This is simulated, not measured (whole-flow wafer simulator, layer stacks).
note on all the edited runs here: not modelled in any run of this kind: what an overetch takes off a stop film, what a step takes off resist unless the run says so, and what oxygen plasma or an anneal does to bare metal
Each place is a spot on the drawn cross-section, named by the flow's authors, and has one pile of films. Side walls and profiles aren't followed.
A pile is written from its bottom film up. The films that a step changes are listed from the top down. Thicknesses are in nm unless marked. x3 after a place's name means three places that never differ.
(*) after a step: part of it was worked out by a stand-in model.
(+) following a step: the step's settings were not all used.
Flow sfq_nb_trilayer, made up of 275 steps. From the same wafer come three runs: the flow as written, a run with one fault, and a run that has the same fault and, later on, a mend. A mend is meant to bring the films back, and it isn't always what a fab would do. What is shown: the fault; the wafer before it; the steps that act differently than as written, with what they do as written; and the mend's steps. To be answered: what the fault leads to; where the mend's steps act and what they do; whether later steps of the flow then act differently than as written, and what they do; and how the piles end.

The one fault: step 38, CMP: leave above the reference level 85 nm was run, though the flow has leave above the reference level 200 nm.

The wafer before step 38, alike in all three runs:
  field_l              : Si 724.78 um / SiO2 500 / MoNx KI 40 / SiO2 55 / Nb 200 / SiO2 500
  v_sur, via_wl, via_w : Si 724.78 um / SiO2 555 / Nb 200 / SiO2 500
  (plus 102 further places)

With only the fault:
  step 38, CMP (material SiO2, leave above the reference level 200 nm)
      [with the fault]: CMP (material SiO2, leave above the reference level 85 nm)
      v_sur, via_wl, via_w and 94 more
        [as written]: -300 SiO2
        [with the fault]: -415 SiO2
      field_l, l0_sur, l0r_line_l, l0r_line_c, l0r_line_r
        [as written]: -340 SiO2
        [with the fault]: -455 SiO2
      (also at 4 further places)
  Steps later in the flow that act otherwise than as written (3 other steps are not shown; they differ only slightly, by no more than 2% or 0.5 nm, whichever is larger):
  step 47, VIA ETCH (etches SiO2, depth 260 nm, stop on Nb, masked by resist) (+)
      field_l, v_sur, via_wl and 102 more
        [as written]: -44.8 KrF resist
        [with the fault]: -21.9 KrF resist
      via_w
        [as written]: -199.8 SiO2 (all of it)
        [with the fault]: -84.8 SiO2 (all of it)
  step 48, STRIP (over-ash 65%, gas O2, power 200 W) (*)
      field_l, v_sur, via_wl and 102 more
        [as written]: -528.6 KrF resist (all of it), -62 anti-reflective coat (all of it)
        [with the fault]: -551.5 KrF resist (all of it), -62 anti-reflective coat (all of it)
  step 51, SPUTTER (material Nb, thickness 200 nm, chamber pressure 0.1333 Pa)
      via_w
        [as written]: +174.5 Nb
        [with the fault]: +196.9 Nb
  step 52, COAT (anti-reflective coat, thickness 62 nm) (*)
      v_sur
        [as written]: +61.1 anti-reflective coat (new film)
        [with the fault]: +58.2 anti-reflective coat (new film)
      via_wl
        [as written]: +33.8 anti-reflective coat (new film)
        [with the fault]: +40.4 anti-reflective coat (new film)
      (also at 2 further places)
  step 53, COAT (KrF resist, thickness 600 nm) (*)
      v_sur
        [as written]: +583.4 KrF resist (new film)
        [with the fault]: +595.9 KrF resist (new film)
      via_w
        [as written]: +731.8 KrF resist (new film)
        [with the fault]: +640.2 KrF resist (new film)
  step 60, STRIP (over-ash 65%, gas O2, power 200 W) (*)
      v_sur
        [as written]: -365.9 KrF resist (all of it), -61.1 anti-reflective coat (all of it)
        [with the fault]: -378.2 KrF resist (all of it), -58.2 anti-reflective coat (all of it)
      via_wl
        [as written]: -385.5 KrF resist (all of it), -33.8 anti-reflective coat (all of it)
        [with the fault]: -393.1 KrF resist (all of it), -40.4 anti-reflective coat (all of it)
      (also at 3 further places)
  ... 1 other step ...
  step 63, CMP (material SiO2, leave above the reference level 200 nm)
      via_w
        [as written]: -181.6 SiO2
        [with the fault]: -212.9 SiO2
  The piles end different from the flow's at field_l, v_sur, via_wl and 103 more by more than 2% or 0.5 nm, whichever is larger.
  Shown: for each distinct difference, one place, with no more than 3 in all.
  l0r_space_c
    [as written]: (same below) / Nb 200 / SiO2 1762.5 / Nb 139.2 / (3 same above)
    [with the fault]: (same below) / Nb 200 / SiO2 1647.5 / Nb 139.2 / (3 same above)
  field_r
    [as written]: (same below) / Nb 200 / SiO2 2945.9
    [with the fault]: (same below) / Nb 200 / SiO2 2830.9
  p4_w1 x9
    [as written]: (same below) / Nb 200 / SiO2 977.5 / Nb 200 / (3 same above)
    [with the fault]: (same below) / Nb 200 / SiO2 862.5 / Nb 200 / (3 same above)

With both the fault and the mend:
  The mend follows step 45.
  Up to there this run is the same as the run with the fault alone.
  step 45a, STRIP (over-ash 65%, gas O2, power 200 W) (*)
      field_l, v_sur, via_wl and 102 more
        -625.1 KrF resist (all of it), -62 anti-reflective coat (all of it)
      via_w
        -62 anti-reflective coat (all of it)
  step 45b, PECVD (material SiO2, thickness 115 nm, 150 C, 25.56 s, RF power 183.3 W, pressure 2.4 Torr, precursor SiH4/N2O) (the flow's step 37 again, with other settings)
      field_l, v_sur, via_wl and 103 more
        +115 SiO2
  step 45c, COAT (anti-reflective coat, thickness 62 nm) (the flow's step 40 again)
      field_l, v_sur, via_wl and 103 more
        +62 anti-reflective coat (new film)
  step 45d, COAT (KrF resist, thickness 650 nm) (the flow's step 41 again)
      field_l, v_sur, via_wl and 103 more
        +650 KrF resist (new film)
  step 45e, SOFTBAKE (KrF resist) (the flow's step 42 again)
      alters no film at any place that is followed
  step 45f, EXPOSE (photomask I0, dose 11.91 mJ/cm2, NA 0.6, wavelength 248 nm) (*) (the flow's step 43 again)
      alters no film at any place that is followed
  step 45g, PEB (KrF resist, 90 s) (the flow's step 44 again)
      field_l, v_sur, via_wl and 103 more
        -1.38 KrF resist
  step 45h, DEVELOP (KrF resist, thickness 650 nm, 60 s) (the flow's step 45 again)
      field_l, v_sur, via_wl and 102 more
        -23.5 KrF resist
      via_w
        -648.6 KrF resist (all of it)
  None of the later steps of the flow acts differently than as written at any place that is followed.
  The piles end the same as the flow's at every place that both follow.
